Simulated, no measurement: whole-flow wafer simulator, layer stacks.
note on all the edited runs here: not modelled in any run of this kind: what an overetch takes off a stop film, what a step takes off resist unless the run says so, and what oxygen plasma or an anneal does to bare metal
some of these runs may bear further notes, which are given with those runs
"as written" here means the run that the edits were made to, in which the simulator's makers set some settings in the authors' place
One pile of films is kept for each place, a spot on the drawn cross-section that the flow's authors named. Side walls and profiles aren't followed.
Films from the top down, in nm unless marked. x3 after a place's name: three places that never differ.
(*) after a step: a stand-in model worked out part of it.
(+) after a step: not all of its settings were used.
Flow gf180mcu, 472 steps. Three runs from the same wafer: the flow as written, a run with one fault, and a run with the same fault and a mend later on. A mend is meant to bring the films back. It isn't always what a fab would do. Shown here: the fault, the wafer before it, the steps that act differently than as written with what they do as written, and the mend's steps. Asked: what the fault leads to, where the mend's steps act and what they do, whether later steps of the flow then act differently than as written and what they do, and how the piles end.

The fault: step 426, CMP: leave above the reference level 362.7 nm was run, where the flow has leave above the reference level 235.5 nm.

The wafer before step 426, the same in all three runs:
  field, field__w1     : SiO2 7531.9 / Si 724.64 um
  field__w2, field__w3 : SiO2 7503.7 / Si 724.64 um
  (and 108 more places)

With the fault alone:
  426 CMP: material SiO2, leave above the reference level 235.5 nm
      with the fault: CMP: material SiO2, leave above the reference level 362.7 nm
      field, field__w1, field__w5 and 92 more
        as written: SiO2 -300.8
        with the fault: SiO2 -173.6
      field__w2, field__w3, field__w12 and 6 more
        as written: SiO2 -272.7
        with the fault: SiO2 -145.5
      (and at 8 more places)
  Later steps of the flow that act differently than as written (1 more step differs only slightly, by at most 2% or 0.5 nm, whichever is larger, and isn't shown):
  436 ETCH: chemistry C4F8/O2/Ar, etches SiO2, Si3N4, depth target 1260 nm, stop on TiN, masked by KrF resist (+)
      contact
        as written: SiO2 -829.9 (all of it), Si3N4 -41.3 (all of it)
        with the fault: SiO2 -957.1 (all of it), Si3N4 -41.3 (all of it)
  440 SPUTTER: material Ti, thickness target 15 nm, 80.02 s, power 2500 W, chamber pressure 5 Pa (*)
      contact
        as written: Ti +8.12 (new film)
        with the fault: Ti +7.55 (new film)
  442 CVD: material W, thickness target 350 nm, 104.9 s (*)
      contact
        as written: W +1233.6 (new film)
        with the fault: W +1361.7 (new film)
  At the end the piles differ from the flow's by more than 2% or 0.5 nm, whichever is larger, at field__w4, field__w8, contact, m1, m1__w1, mim, mim_1p0, m1_nw.
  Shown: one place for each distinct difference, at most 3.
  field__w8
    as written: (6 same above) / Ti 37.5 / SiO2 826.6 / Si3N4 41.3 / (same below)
    with the fault: (6 same above) / Ti 37.5 / SiO2 953.8 / Si3N4 41.3 / (same below)
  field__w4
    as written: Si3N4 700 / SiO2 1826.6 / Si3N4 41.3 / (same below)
    with the fault: Si3N4 700 / SiO2 1953.8 / Si3N4 41.3 / (same below)
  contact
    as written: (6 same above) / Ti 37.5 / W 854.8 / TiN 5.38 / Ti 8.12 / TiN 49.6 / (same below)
    with the fault: (6 same above) / Ti 37.5 / W 982.9 / TiN 5 / Ti 7.55 / TiN 49.6 / (same below)

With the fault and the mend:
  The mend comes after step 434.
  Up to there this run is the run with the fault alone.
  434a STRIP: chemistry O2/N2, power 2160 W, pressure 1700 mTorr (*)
      field, field__w1, field__w2 and 108 more
        KrF resist -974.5 (all of it), anti-reflective coat -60 (all of it)
      contact
        anti-reflective coat -60 (all of it)
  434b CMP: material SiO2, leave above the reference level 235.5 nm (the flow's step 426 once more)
      field, field__w1, field__w2 and 109 more
        SiO2 -127.2
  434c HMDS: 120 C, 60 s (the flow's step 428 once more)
      changes no film at any place that is followed
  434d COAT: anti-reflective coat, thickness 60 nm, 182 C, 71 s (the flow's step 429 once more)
      field, field__w1, field__w2 and 109 more
        anti-reflective coat +60 (new film)
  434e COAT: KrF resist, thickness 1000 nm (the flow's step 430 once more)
      field, field__w1, field__w2 and 109 more
        KrF resist +1000 (new film)
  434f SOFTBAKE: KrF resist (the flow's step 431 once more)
      changes no film at any place that is followed
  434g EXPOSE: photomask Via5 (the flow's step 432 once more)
      changes no film at any place that is followed
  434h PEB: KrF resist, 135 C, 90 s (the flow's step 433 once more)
      field, field__w1, field__w2 and 109 more
        KrF resist -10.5
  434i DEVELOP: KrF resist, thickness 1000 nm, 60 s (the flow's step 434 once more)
      field, field__w1, field__w2 and 108 more
        KrF resist -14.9
      contact
        KrF resist -989.5 (all of it)
  No later step of the flow acts differently than as written at any place that is followed.
  At the end the piles are the same as the flow's at every place that both follow.
